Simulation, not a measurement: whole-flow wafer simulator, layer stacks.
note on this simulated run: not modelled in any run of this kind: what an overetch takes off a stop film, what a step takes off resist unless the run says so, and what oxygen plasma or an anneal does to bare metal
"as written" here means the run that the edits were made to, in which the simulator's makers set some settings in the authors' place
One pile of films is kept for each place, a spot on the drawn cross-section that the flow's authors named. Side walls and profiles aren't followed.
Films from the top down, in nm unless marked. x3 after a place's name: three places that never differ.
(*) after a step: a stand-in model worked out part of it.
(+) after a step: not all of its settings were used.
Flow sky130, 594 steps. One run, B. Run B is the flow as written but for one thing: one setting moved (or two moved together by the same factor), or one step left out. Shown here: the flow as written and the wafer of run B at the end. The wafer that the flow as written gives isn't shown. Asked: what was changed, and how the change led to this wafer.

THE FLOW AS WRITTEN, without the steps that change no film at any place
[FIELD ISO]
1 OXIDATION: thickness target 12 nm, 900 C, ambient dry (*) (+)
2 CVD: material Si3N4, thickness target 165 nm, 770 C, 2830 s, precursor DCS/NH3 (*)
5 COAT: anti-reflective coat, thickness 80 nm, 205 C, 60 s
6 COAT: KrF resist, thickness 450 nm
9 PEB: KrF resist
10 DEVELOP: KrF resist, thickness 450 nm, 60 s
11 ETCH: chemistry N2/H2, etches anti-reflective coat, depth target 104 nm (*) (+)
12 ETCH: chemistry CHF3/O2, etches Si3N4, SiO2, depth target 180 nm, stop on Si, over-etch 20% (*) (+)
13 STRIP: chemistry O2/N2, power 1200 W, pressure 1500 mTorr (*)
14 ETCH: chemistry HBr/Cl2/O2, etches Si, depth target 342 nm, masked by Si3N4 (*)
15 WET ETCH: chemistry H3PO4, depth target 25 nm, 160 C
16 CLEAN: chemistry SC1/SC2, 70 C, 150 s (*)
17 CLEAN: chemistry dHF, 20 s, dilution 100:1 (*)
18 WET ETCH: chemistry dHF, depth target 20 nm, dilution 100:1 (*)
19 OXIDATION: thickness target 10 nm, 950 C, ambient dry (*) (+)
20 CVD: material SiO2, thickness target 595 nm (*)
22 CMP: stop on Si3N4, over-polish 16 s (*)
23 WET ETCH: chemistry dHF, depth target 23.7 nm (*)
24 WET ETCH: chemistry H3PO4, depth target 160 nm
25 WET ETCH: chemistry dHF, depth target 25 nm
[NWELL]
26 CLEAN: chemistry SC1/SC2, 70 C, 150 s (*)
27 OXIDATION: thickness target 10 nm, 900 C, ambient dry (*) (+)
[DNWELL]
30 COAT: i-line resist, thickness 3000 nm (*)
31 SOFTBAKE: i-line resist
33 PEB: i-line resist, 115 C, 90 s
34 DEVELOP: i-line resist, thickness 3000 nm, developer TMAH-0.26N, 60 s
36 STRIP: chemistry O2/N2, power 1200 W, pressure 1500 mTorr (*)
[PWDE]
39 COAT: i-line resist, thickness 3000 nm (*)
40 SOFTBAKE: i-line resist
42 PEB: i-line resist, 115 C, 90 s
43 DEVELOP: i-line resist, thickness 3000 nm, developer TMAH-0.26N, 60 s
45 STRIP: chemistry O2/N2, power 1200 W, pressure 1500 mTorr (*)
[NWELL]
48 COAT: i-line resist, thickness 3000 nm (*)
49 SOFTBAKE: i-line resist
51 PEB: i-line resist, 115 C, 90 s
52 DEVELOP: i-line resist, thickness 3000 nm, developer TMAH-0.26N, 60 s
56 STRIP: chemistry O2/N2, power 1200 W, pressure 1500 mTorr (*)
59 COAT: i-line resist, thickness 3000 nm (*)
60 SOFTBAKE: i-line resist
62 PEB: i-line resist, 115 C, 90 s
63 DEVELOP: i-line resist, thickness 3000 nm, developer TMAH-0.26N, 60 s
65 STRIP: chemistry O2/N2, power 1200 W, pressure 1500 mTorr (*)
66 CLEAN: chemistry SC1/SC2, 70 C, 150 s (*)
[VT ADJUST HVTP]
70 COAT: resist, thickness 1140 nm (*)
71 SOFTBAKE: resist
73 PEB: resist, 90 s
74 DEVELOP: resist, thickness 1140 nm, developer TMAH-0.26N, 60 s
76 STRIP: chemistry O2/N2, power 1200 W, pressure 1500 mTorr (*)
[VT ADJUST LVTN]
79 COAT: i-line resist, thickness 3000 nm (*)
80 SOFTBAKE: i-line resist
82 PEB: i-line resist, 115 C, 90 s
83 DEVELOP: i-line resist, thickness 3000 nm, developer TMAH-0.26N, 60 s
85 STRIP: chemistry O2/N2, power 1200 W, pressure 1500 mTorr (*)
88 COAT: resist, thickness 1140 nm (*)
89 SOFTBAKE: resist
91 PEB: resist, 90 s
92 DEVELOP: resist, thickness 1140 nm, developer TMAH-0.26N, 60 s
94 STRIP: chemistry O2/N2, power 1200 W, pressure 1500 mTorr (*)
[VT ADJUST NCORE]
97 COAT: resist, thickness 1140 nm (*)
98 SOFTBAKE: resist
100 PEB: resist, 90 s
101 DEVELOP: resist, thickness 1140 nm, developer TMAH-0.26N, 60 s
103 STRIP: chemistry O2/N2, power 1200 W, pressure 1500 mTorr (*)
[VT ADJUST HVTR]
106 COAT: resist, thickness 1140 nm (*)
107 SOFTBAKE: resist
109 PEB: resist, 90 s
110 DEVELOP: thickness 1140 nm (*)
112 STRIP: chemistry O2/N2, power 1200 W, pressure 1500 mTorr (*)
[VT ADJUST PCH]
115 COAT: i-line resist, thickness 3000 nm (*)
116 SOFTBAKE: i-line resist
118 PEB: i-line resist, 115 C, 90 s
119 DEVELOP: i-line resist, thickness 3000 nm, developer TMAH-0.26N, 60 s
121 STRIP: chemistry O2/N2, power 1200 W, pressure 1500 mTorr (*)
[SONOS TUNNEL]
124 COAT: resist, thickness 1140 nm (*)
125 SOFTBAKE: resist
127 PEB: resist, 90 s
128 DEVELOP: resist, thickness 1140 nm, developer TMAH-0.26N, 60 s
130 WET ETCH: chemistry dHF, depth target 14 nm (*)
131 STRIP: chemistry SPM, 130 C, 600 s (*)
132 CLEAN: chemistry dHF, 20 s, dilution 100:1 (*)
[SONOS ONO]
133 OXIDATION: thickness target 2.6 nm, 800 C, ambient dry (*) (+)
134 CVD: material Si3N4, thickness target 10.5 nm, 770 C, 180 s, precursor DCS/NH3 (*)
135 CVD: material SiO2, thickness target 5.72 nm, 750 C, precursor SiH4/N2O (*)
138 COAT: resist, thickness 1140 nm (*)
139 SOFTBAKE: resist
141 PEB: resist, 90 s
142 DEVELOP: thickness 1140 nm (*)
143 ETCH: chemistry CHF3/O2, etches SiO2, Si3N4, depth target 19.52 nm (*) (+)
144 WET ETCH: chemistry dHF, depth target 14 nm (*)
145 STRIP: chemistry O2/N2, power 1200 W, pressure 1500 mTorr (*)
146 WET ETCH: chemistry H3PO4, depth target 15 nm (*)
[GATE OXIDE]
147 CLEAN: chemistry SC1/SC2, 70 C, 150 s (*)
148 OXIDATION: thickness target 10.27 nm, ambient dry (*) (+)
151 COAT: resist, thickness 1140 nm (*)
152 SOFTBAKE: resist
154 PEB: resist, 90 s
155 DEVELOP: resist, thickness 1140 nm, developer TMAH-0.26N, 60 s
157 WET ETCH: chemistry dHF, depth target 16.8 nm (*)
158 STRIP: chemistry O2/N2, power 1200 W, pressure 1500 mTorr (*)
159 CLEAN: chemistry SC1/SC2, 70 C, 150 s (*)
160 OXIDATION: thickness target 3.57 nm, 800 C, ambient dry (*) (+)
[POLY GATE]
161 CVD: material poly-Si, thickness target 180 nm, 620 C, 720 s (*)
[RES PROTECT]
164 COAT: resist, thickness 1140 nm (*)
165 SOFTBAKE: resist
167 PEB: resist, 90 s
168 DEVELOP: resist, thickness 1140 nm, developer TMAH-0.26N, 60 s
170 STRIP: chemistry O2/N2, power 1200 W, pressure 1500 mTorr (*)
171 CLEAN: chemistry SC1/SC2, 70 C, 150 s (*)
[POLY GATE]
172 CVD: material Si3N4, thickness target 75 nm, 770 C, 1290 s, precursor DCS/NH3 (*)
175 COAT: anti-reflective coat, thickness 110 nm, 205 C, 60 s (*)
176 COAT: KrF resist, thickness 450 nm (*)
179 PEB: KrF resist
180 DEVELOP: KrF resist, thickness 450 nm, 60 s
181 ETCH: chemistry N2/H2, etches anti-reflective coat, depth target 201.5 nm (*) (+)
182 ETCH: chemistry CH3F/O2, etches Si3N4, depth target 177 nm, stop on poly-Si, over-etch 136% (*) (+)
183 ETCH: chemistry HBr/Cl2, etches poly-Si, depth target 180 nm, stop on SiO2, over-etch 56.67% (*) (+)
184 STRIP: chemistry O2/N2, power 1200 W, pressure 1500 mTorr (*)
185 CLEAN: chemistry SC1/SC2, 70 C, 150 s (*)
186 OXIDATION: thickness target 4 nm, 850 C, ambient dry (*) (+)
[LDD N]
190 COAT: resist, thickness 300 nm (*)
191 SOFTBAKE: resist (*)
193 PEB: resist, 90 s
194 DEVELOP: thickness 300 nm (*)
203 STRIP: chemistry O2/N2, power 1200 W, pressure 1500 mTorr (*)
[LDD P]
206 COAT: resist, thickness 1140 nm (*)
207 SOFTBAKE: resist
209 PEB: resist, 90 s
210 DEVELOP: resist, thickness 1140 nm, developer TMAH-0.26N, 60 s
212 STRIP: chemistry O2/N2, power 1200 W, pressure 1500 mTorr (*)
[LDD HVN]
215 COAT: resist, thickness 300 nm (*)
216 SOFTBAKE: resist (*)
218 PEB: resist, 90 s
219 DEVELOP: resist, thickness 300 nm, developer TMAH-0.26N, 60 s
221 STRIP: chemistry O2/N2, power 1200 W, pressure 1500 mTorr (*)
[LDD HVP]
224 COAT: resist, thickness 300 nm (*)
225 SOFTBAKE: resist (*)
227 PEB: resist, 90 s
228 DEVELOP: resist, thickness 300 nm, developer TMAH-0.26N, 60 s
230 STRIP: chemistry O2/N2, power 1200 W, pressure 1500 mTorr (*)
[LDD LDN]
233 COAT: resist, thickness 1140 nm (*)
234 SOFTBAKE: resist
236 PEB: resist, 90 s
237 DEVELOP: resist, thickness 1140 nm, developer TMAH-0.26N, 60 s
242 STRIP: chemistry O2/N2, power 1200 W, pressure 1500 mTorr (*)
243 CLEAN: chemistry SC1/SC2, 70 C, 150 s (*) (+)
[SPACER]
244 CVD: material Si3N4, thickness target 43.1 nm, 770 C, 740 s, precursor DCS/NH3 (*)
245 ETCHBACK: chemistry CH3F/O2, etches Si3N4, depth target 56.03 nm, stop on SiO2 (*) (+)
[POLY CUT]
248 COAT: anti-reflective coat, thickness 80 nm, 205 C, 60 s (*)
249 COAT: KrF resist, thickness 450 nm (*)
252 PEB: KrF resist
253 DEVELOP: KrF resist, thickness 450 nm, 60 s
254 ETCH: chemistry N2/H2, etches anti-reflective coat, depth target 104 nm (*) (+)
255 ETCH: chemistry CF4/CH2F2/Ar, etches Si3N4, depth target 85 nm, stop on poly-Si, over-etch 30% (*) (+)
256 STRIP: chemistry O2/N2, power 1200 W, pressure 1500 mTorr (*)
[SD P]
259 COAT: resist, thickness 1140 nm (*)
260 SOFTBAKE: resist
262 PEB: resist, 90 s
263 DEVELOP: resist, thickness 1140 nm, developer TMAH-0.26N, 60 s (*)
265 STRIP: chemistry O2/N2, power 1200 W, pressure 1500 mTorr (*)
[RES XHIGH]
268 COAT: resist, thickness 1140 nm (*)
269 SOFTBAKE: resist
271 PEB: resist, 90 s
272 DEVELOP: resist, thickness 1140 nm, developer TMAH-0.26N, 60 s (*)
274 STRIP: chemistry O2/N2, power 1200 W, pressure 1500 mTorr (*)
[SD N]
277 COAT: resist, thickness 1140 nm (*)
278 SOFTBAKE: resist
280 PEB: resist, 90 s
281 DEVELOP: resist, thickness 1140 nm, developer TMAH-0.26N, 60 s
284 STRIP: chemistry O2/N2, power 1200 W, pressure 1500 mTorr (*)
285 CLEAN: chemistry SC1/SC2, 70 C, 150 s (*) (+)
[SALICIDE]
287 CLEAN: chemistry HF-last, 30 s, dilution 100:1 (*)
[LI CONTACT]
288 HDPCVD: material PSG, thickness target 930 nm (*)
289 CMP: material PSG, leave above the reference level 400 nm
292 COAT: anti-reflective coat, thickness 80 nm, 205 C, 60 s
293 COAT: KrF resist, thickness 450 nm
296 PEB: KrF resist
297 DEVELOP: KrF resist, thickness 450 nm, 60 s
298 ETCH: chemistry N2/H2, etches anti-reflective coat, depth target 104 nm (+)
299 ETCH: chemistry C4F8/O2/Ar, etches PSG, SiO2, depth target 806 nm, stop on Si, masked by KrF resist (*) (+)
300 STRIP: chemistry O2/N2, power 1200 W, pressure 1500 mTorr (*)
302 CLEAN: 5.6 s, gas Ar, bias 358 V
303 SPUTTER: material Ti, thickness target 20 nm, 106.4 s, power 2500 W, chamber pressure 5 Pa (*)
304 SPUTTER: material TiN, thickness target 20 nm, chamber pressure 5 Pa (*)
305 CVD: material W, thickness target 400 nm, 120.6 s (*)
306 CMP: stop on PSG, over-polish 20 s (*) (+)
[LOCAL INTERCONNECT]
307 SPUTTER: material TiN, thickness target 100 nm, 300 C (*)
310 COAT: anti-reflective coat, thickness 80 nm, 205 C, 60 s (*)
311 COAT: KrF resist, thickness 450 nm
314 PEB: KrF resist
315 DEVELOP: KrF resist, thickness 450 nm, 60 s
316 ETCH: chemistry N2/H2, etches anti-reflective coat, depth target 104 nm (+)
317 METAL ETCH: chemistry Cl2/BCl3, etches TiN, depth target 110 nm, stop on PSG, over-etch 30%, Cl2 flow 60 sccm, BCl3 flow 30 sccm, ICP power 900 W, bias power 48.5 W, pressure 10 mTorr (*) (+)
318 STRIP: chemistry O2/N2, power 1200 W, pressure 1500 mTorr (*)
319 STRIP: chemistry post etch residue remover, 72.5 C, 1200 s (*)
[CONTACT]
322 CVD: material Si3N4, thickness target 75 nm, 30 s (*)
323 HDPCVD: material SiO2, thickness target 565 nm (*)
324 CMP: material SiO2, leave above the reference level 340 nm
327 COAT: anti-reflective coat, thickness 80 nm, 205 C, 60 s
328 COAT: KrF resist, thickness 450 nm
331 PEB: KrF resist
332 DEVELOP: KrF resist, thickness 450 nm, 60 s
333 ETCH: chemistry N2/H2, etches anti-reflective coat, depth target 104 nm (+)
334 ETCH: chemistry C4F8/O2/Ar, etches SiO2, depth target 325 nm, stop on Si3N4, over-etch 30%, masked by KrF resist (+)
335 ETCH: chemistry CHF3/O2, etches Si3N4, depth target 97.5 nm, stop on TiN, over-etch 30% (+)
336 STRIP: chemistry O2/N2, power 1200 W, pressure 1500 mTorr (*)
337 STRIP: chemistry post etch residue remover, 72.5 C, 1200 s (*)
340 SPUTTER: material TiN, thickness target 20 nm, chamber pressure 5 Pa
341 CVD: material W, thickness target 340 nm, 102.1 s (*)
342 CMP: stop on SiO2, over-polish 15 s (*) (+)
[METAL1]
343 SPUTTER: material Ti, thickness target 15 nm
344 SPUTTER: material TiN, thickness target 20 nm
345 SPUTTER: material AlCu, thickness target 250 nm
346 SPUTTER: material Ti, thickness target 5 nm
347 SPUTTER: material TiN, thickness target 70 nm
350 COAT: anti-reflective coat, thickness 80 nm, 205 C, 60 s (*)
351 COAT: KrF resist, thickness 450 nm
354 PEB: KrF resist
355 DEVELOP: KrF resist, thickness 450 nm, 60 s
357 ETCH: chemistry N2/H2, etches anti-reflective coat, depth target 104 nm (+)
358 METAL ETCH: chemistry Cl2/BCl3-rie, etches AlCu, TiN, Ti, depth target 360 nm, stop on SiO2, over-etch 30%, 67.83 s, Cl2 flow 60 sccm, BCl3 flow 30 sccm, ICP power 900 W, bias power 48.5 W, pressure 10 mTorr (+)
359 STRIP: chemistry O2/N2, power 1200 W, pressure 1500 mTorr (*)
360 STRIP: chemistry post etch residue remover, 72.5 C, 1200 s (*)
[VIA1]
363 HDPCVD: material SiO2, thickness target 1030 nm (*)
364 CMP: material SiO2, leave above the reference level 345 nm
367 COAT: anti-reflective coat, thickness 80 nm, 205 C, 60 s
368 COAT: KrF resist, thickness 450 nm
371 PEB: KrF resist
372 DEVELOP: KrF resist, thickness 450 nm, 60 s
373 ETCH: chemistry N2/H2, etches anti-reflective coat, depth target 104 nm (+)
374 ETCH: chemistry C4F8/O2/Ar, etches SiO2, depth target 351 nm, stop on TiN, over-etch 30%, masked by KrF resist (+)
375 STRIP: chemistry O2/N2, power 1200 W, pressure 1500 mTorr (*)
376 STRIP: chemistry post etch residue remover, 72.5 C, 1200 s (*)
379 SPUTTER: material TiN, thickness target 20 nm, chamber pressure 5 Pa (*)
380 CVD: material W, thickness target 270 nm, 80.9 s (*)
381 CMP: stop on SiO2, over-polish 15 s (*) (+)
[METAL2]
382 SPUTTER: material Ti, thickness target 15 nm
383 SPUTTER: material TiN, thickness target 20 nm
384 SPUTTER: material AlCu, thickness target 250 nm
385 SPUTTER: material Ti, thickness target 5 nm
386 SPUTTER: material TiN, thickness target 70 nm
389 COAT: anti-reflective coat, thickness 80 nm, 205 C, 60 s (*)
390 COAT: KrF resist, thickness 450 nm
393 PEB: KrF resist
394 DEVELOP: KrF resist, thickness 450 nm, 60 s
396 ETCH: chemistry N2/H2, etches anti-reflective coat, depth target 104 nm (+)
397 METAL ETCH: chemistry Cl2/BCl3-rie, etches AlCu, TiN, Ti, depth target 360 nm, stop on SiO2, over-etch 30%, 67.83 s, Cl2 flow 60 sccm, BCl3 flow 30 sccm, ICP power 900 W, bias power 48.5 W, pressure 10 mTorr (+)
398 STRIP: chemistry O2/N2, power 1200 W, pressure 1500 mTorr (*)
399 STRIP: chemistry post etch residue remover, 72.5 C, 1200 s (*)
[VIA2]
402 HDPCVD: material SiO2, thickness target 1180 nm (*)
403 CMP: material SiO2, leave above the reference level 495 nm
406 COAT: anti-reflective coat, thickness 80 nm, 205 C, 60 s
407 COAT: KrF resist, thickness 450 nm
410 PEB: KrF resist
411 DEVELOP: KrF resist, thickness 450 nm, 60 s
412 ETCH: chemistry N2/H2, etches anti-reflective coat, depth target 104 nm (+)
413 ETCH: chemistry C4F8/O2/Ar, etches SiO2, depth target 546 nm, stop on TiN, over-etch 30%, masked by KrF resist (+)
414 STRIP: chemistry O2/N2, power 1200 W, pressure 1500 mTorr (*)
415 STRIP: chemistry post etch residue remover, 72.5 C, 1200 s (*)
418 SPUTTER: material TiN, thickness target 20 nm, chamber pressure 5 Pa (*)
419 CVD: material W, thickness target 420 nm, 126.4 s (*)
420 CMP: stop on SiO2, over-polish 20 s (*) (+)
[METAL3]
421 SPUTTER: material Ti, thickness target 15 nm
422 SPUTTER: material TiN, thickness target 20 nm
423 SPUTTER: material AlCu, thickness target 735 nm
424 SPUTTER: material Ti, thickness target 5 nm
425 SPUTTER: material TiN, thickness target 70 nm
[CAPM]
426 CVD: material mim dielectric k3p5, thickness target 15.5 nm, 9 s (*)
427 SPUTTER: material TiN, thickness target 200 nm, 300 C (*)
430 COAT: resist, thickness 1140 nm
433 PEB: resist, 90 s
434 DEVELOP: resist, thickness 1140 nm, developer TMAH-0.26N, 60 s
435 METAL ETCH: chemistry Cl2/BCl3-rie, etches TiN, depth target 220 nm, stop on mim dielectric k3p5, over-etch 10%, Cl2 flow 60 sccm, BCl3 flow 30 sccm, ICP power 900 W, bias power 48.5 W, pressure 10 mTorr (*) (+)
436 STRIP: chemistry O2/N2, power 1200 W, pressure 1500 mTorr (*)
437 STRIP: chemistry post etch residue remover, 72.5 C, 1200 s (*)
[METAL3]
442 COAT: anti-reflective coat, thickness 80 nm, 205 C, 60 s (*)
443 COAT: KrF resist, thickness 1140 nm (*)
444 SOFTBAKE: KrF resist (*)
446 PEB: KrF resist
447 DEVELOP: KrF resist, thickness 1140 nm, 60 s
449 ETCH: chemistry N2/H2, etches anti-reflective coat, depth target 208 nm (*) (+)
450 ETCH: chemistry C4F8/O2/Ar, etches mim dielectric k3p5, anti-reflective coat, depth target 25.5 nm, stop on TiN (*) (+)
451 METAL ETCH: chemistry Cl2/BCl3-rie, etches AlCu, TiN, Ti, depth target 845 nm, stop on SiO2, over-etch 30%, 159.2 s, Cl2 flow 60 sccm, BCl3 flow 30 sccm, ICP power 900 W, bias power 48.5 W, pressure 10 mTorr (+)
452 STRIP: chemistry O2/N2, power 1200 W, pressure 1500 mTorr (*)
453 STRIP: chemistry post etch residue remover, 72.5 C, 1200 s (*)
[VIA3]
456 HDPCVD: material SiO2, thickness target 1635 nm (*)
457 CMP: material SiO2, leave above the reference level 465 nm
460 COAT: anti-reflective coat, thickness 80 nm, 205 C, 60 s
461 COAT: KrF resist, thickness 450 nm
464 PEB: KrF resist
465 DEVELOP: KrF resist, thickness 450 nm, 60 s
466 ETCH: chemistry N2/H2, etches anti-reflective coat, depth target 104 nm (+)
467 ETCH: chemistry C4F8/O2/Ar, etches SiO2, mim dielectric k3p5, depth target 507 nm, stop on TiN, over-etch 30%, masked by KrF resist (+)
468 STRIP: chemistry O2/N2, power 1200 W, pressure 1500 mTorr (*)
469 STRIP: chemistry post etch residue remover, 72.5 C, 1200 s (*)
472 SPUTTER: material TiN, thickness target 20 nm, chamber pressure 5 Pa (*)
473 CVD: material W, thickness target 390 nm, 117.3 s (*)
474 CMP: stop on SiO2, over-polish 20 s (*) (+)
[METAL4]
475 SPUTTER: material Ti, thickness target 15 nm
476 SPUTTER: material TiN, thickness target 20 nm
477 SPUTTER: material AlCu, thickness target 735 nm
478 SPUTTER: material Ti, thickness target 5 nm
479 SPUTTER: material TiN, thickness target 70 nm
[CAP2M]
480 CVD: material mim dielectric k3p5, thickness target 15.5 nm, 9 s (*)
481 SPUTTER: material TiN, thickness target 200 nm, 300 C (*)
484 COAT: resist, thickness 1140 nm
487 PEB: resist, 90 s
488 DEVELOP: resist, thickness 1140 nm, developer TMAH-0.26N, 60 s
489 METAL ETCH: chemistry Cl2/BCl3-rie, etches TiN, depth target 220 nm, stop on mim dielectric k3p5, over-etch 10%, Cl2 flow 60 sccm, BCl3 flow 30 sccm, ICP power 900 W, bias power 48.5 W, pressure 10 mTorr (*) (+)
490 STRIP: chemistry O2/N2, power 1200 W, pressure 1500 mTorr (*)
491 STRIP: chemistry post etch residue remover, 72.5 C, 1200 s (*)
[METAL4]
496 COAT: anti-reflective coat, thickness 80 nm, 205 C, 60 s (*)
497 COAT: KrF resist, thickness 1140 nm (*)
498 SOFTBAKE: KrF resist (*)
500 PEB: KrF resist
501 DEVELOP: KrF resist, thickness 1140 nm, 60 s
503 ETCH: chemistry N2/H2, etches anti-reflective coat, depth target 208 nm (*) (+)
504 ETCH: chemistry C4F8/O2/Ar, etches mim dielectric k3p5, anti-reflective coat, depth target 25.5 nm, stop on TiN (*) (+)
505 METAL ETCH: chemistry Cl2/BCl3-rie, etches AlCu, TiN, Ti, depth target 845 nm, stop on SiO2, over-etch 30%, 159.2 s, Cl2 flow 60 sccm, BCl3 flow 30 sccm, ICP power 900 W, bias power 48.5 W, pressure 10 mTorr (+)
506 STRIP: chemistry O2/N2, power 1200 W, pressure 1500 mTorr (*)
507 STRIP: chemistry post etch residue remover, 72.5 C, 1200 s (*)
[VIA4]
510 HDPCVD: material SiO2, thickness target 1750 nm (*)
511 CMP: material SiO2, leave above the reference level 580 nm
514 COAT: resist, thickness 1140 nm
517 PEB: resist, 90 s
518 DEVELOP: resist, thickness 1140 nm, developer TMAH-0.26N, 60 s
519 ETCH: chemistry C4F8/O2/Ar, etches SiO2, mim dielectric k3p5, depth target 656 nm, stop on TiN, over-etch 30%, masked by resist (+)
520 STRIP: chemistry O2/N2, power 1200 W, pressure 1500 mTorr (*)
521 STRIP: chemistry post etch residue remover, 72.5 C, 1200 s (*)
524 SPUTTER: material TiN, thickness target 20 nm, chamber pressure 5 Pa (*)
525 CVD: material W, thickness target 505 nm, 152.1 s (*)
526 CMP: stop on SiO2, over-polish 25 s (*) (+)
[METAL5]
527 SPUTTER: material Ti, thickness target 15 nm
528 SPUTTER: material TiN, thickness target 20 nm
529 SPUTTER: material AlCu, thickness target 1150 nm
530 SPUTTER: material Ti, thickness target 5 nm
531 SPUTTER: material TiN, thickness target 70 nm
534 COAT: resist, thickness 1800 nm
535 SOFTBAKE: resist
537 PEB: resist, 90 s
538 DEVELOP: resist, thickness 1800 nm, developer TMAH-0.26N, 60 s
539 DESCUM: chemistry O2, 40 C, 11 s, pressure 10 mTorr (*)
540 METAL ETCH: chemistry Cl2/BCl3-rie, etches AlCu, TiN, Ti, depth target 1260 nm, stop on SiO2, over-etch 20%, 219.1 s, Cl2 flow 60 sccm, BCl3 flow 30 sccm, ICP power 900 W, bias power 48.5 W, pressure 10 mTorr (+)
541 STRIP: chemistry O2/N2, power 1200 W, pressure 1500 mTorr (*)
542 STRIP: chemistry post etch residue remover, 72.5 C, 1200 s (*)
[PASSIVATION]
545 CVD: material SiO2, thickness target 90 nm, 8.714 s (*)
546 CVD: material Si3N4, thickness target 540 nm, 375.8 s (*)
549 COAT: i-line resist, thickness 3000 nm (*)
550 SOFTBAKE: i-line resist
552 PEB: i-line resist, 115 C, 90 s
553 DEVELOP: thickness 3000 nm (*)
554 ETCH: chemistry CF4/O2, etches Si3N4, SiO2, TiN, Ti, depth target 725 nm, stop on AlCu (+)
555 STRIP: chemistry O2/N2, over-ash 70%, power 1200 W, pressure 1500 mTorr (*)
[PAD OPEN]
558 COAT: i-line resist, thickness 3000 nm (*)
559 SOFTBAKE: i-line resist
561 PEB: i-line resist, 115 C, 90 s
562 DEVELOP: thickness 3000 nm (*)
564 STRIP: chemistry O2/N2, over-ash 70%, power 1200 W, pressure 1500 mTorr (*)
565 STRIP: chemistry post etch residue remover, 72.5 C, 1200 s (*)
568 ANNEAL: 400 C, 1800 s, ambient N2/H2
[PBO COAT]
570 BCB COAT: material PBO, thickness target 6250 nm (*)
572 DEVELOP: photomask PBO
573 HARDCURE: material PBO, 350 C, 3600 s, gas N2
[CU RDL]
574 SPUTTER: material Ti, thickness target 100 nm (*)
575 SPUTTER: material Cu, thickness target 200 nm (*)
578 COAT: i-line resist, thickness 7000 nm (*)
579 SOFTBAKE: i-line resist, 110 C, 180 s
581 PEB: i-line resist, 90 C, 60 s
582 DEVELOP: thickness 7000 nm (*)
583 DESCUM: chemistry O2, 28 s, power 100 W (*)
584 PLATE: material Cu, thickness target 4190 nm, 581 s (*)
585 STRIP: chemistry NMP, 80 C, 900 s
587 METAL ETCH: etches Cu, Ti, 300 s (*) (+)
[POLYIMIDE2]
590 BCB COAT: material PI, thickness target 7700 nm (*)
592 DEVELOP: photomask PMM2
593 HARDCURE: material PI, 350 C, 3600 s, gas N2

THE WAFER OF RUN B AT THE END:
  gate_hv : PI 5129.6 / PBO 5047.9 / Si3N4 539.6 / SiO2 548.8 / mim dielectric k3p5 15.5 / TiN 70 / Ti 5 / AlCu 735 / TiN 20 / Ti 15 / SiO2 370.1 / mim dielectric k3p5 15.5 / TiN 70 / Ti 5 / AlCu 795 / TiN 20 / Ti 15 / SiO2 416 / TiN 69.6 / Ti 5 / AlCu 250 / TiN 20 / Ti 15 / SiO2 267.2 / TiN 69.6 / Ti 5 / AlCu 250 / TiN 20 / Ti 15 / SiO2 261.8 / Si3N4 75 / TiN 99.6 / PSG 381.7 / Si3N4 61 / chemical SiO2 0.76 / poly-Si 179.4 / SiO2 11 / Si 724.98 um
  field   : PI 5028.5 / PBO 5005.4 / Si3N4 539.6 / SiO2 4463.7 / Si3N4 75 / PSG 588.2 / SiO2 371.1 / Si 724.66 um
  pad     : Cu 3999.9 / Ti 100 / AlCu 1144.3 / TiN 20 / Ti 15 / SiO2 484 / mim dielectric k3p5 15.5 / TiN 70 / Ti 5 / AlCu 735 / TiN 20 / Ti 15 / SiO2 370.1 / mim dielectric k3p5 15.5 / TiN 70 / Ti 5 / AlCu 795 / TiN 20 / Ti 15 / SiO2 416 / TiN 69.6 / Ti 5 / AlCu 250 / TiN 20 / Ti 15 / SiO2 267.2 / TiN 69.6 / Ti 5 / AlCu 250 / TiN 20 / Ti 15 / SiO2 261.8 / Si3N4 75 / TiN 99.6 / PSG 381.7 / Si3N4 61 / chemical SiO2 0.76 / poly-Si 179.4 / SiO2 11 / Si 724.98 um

The cause: step 423, SPUTTER: thickness target 795 nm was run, where the flow has thickness target 735 nm.
It can be read off the wafer: gate_hv has AlCu 795, and step 423 as written asks for 735 nm.

How the change led to this, step by step:
  423 SPUTTER: material AlCu, thickness target 735 nm
      field, active, n_well and 188 more: AlCu +795 (new film) (as written it would be: AlCu +735 (new film))
  451 METAL ETCH: chemistry Cl2/BCl3-rie, etches AlCu, TiN, Ti, depth target 845 nm, stop on SiO2, over-etch 30%, 159.2 s, Cl2 flow 60 sccm, BCl3 flow 30 sccm, ICP power 900 W, bias power 48.5 W, pressure 10 mTorr (+)
      field, active, gate and 69 more: TiN -70 (all of it), Ti -5 (all of it), AlCu -795 (all of it), TiN -20 (all of it), Ti -15 (all of it), SiO2 -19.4 (as written it would be: TiN -70 (all of it), Ti -5 (all of it), AlCu -735 (all of it), TiN -20 (all of it), Ti -15 (all of it), SiO2 -25.4)
      vpp_ln, vpp_iso2, ndiff_ln and 10 more: TiN -70 (all of it), Ti -5 (all of it), AlCu -795 (all of it), TiN -20 (all of it), Ti -15 (all of it), SiO2 -19.3 (as written it would be: TiN -70 (all of it), Ti -5 (all of it), AlCu -735 (all of it), TiN -20 (all of it), Ti -15 (all of it), SiO2 -25.3)
  457 CMP: material SiO2, leave above the reference level 465 nm
      field, active, gate and 82 more: SiO2 -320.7 (as written it would be: SiO2 -374.7)
